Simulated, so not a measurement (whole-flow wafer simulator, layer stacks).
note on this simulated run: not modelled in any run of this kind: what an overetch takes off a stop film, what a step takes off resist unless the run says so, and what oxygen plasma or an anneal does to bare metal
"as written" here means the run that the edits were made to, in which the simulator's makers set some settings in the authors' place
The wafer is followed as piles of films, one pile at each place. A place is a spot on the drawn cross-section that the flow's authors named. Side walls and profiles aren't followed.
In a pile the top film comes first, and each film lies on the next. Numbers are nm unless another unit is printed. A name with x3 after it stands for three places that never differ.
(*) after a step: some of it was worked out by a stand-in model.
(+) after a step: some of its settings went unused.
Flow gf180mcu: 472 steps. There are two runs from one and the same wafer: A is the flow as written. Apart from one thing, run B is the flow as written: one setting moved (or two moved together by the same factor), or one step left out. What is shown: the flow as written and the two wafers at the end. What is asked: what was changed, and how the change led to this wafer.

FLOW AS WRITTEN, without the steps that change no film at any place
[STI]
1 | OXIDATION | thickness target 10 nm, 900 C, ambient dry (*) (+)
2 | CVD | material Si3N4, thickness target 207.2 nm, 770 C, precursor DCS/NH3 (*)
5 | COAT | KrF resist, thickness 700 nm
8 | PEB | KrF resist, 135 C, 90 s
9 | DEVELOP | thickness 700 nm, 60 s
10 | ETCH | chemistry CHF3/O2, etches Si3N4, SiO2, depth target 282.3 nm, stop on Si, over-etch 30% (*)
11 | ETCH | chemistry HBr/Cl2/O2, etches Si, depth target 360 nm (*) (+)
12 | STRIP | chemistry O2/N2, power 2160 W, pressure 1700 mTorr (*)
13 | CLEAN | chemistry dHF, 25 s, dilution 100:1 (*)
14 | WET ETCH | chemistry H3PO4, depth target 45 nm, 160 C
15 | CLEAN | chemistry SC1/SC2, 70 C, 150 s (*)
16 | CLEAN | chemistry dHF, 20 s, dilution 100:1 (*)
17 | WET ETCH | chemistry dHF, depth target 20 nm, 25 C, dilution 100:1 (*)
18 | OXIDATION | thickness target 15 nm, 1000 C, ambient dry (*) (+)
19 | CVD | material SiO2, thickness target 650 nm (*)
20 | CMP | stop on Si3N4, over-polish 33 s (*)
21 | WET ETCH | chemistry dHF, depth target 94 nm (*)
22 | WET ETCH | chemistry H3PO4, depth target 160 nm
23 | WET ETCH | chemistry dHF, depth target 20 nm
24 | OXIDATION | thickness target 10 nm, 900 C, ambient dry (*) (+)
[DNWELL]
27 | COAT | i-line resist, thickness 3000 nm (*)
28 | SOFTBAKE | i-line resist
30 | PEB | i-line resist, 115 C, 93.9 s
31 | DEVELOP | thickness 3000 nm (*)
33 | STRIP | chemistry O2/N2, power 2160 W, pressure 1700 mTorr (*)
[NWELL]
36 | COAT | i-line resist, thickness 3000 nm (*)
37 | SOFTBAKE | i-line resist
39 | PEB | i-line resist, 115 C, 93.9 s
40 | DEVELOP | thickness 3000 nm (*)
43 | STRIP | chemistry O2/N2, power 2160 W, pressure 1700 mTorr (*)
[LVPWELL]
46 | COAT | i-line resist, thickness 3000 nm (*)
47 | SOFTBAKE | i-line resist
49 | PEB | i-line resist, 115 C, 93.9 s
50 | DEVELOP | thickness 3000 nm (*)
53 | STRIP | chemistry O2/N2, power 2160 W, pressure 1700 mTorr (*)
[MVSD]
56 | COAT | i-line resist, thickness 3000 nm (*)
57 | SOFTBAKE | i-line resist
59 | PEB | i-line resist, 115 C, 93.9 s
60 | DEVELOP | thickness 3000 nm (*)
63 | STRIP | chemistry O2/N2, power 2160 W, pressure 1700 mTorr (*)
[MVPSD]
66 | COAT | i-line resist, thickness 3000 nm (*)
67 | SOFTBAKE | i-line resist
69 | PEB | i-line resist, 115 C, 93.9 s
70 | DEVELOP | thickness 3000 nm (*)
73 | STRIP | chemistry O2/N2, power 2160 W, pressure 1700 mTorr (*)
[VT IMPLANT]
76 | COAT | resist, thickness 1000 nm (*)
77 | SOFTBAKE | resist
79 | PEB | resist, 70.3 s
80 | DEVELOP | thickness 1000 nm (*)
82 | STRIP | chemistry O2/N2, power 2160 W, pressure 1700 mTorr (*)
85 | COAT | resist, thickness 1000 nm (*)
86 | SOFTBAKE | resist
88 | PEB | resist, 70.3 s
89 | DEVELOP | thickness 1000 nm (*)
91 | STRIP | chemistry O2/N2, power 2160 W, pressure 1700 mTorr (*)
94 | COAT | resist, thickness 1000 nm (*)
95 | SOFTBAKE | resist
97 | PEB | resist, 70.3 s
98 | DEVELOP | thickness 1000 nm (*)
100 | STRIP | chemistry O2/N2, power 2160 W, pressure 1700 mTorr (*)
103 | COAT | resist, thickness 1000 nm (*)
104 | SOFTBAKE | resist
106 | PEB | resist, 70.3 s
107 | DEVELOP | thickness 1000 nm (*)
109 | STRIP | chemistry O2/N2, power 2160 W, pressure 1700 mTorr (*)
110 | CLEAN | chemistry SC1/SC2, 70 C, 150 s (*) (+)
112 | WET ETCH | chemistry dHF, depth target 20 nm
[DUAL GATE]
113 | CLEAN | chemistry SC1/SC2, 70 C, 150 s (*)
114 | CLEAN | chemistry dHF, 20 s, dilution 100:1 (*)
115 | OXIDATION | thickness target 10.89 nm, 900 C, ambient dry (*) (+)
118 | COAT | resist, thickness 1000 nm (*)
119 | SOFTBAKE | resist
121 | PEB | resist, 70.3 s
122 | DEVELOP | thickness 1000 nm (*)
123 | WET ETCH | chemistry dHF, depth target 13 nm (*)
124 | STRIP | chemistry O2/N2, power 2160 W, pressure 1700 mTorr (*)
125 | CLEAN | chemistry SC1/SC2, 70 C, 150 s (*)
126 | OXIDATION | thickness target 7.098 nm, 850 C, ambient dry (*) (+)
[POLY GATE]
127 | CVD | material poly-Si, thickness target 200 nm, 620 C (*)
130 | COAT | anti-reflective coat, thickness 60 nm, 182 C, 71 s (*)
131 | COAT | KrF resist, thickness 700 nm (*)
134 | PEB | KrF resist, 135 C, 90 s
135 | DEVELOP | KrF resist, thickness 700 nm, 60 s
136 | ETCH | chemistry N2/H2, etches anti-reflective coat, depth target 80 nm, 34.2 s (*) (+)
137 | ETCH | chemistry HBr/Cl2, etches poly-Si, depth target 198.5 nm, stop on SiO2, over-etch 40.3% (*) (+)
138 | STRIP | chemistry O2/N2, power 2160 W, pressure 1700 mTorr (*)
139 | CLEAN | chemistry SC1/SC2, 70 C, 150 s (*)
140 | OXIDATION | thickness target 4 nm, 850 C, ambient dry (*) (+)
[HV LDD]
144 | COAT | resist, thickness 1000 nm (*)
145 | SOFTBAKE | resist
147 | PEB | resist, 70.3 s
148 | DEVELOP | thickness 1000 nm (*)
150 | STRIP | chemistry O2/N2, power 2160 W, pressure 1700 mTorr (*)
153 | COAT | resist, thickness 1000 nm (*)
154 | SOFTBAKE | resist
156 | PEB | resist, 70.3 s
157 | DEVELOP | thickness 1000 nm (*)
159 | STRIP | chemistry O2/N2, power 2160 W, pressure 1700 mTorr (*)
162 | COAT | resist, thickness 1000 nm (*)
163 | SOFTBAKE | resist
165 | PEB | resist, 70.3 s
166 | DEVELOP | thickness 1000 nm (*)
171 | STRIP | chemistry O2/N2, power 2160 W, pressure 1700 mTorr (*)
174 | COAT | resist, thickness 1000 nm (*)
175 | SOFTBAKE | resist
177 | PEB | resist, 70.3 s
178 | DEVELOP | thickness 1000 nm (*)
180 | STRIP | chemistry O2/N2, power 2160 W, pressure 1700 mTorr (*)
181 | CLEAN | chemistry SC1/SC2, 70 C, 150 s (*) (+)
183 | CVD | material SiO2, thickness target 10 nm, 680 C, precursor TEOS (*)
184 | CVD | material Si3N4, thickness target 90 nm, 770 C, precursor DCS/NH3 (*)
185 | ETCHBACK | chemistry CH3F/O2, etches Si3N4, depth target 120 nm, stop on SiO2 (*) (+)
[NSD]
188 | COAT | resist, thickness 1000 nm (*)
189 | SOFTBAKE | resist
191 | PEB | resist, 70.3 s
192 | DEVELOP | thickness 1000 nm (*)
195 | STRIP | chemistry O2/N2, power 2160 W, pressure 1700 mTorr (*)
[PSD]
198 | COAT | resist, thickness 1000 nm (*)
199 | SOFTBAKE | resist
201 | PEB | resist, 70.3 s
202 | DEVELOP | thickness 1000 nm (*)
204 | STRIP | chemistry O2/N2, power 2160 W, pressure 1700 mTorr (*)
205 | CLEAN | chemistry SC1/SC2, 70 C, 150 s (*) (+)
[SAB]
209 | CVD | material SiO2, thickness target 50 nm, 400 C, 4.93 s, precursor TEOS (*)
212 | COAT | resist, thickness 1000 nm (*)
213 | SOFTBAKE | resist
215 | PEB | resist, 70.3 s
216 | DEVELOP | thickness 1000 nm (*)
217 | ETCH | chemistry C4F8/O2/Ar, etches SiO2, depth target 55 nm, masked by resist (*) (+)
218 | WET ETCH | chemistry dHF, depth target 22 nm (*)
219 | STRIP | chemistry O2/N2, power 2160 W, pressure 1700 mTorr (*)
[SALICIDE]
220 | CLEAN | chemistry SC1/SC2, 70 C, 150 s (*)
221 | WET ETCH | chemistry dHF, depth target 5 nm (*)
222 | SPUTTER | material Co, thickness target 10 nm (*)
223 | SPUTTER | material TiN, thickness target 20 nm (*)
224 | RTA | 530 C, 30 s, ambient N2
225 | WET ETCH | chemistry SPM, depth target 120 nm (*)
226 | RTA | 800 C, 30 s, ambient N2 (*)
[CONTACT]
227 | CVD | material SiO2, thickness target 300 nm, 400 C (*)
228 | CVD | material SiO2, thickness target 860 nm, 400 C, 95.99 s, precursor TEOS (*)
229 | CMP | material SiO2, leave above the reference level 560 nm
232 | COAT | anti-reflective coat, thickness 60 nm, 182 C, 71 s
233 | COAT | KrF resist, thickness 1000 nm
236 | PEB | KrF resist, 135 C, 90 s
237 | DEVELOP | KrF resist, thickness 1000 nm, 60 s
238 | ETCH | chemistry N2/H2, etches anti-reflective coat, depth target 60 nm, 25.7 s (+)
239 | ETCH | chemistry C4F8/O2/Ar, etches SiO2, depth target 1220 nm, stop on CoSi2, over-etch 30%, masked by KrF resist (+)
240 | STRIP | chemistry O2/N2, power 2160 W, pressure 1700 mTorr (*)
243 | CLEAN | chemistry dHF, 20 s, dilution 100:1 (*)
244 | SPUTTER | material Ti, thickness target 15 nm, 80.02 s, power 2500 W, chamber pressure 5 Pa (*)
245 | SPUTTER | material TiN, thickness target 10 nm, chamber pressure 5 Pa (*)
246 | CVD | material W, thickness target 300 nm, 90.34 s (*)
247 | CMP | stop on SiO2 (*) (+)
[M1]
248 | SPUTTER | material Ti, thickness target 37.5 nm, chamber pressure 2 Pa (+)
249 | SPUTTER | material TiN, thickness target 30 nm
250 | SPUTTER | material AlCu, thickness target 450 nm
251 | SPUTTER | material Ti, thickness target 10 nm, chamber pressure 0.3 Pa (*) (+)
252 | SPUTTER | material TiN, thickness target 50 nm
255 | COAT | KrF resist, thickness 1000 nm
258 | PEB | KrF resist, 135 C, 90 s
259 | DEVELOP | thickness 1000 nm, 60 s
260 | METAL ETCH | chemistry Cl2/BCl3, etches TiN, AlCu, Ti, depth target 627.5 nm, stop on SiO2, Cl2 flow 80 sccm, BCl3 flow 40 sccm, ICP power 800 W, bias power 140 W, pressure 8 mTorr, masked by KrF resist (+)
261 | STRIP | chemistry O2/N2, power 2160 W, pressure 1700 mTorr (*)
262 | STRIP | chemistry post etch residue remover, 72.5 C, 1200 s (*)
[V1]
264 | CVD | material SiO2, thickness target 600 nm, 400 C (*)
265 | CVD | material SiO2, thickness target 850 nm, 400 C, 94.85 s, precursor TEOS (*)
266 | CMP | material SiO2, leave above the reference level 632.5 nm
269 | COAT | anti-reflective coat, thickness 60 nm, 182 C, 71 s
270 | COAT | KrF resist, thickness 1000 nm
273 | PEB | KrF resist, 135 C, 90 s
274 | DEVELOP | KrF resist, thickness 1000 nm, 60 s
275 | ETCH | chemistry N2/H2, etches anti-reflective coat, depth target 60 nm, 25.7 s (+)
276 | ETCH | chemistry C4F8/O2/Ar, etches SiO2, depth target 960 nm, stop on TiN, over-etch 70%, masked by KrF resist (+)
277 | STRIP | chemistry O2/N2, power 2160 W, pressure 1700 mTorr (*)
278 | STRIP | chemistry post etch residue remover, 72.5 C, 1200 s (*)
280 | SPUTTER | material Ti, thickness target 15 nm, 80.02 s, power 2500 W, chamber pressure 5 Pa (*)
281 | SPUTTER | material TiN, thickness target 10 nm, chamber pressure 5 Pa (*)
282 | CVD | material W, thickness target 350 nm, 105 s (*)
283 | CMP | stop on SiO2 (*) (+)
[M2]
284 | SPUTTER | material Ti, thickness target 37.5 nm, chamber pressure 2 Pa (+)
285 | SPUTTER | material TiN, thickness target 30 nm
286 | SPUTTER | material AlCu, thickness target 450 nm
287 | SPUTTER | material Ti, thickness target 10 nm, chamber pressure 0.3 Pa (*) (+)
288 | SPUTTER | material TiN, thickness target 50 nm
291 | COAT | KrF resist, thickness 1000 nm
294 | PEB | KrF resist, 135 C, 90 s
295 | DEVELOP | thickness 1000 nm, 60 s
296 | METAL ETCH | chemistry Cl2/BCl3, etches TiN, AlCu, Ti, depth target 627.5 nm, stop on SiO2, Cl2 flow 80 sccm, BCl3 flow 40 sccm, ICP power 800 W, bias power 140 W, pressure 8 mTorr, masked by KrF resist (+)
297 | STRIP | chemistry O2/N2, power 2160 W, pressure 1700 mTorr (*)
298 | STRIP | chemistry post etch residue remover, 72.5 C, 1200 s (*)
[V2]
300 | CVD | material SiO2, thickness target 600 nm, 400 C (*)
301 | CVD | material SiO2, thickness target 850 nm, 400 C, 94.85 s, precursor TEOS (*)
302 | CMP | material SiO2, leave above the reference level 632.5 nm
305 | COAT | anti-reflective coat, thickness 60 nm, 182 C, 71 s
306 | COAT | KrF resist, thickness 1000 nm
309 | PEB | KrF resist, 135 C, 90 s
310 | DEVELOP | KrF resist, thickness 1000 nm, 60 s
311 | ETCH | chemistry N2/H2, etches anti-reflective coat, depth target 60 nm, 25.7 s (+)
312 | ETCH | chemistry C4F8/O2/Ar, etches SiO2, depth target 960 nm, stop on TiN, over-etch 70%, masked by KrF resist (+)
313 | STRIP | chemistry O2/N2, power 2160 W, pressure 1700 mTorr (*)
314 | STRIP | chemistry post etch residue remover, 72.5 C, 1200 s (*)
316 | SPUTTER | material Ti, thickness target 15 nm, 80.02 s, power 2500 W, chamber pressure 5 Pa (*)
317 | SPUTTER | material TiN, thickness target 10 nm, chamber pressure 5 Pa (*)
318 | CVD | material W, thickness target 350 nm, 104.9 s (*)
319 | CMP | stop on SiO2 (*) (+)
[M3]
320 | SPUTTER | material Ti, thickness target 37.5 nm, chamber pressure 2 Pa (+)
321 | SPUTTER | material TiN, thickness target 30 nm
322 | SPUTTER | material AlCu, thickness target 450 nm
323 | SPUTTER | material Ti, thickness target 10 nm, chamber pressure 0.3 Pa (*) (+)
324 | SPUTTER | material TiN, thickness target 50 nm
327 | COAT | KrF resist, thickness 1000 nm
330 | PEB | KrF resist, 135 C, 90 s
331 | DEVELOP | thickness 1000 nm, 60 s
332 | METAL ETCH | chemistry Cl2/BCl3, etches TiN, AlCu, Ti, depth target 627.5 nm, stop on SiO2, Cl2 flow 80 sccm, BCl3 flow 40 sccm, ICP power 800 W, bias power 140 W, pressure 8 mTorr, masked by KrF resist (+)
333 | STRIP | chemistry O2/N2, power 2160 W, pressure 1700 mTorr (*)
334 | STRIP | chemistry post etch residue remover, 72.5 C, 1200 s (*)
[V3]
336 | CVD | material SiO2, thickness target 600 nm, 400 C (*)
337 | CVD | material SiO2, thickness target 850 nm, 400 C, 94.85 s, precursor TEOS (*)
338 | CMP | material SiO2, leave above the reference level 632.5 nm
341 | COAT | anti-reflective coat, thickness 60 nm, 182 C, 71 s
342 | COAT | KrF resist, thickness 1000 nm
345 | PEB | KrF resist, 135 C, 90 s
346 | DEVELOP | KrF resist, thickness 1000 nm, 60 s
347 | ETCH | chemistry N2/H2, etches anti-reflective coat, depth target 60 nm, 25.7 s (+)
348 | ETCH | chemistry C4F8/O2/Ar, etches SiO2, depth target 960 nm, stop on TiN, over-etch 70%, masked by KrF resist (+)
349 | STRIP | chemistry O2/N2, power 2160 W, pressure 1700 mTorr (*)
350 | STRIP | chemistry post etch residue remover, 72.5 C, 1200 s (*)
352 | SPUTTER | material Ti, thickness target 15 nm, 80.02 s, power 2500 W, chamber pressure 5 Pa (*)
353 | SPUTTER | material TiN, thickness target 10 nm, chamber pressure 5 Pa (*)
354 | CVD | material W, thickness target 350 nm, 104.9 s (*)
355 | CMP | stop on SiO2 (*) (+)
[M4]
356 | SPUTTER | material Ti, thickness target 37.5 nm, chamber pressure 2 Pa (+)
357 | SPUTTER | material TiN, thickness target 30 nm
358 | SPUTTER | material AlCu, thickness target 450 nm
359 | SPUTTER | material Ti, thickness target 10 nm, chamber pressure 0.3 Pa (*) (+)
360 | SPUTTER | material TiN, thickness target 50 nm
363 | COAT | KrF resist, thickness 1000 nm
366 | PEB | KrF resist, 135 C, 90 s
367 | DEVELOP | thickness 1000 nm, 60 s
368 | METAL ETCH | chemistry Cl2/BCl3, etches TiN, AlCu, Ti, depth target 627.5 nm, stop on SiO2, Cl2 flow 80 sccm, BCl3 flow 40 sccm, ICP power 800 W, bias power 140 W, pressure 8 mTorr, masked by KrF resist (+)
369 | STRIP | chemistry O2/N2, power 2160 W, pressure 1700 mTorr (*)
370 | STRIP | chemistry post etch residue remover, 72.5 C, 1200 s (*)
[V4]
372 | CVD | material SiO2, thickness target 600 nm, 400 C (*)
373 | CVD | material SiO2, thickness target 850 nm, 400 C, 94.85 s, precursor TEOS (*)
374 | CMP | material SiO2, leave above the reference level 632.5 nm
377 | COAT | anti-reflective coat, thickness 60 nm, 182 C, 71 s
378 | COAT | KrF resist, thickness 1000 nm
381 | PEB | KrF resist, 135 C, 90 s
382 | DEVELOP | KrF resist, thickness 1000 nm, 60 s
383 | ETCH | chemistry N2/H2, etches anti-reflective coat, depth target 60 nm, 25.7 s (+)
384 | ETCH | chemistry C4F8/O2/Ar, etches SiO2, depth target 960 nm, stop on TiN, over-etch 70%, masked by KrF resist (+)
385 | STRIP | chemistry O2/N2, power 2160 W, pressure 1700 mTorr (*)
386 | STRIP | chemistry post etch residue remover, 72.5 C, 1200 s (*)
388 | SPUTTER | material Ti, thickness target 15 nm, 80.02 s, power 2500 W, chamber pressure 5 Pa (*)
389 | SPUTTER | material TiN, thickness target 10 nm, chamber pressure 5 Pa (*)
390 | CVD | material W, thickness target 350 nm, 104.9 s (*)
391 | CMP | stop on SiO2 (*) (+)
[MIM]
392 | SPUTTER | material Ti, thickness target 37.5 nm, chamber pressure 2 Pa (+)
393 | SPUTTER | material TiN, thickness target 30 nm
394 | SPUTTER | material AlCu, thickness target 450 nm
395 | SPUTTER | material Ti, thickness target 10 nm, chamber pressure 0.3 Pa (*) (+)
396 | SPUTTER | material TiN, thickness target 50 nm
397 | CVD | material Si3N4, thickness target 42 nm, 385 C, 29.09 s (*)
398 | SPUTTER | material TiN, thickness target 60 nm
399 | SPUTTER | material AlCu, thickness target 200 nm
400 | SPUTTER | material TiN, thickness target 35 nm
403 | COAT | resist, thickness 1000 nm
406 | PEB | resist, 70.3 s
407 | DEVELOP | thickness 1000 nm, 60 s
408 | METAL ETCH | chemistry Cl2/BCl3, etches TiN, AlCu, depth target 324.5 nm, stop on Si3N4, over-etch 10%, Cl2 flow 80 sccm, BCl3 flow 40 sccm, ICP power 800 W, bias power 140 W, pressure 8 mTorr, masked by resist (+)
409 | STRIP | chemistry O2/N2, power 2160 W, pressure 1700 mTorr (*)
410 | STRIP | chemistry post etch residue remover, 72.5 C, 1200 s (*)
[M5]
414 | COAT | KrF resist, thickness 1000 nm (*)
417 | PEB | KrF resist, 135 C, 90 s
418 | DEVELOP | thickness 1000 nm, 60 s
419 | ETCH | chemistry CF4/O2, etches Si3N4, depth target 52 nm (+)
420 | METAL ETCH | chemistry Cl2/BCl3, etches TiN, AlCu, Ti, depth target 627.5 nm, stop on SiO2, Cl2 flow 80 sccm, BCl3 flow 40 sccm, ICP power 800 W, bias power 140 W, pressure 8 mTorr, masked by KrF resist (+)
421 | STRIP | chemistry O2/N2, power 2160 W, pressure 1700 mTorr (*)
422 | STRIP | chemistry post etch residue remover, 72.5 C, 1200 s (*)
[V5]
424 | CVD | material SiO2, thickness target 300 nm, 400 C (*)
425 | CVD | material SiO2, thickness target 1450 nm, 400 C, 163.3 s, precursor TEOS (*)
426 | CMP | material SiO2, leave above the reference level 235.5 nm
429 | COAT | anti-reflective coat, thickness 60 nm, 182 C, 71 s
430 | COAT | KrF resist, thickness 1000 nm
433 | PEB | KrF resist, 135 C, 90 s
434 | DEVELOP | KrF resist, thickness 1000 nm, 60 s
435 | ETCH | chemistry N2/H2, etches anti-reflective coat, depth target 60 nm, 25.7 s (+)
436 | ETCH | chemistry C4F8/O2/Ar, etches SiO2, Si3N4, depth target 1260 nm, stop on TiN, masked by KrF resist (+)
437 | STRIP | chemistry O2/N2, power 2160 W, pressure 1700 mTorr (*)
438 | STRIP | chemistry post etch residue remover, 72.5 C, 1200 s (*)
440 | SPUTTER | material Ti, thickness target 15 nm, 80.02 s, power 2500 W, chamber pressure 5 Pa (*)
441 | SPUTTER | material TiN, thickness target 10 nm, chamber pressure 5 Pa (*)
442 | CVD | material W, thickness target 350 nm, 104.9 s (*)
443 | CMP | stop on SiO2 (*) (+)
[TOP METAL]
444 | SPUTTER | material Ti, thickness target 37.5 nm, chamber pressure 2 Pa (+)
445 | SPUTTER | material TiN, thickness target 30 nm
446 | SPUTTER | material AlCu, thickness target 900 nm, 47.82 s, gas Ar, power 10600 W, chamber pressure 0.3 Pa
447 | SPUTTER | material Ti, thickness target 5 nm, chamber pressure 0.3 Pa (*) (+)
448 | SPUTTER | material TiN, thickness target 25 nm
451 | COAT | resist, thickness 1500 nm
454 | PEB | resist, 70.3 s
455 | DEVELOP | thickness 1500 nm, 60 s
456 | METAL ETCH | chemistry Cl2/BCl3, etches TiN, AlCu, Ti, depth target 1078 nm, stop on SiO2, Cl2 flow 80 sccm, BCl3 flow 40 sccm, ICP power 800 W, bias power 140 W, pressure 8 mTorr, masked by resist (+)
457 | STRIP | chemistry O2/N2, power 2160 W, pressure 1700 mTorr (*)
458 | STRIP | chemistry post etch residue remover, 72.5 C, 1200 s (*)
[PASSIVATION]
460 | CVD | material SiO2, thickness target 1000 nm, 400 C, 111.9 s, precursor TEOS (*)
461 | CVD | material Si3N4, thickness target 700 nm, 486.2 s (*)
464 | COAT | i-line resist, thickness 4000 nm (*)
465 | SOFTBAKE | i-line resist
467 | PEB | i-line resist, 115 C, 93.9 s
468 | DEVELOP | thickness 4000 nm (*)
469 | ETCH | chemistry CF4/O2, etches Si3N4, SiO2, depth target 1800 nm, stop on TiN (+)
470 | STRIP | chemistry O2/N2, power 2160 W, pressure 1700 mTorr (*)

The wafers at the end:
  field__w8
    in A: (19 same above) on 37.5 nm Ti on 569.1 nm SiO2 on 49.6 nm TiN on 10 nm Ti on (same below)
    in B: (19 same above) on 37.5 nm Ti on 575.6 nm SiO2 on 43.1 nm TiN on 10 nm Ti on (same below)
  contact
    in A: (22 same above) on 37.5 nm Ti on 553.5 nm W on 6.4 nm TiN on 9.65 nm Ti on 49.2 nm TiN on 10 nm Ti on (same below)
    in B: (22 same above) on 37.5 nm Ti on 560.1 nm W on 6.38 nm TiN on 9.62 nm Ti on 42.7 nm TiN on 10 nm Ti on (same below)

Cause: step 324, SPUTTER: thickness target 43.5 nm was run, while the flow as written has thickness target 50 nm.

The path from the change to this, step by step:
  324 | SPUTTER | material TiN, thickness target 50 nm
      field, field__w1, field__w2 and 108 more: A TiN gains 50 (new film) | B TiN gains 43.5 (new film)
  332 | METAL ETCH | chemistry Cl2/BCl3, etches TiN, AlCu, Ti, depth target 627.5 nm, stop on SiO2, Cl2 flow 80 sccm, BCl3 flow 40 sccm, ICP power 800 W, bias power 140 W, pressure 8 mTorr, masked by KrF resist (+)
      field, field__w1, field__w2 and 103 more: A TiN loses 50 (all of it), Ti loses 10 (all of it), AlCu loses 450 (all of it), TiN loses 30 (all of it), Ti loses 37.5 (all of it) | B TiN loses 43.5 (all of it), Ti loses 10 (all of it), AlCu loses 450 (all of it), TiN loses 30 (all of it), Ti loses 37.5 (all of it)
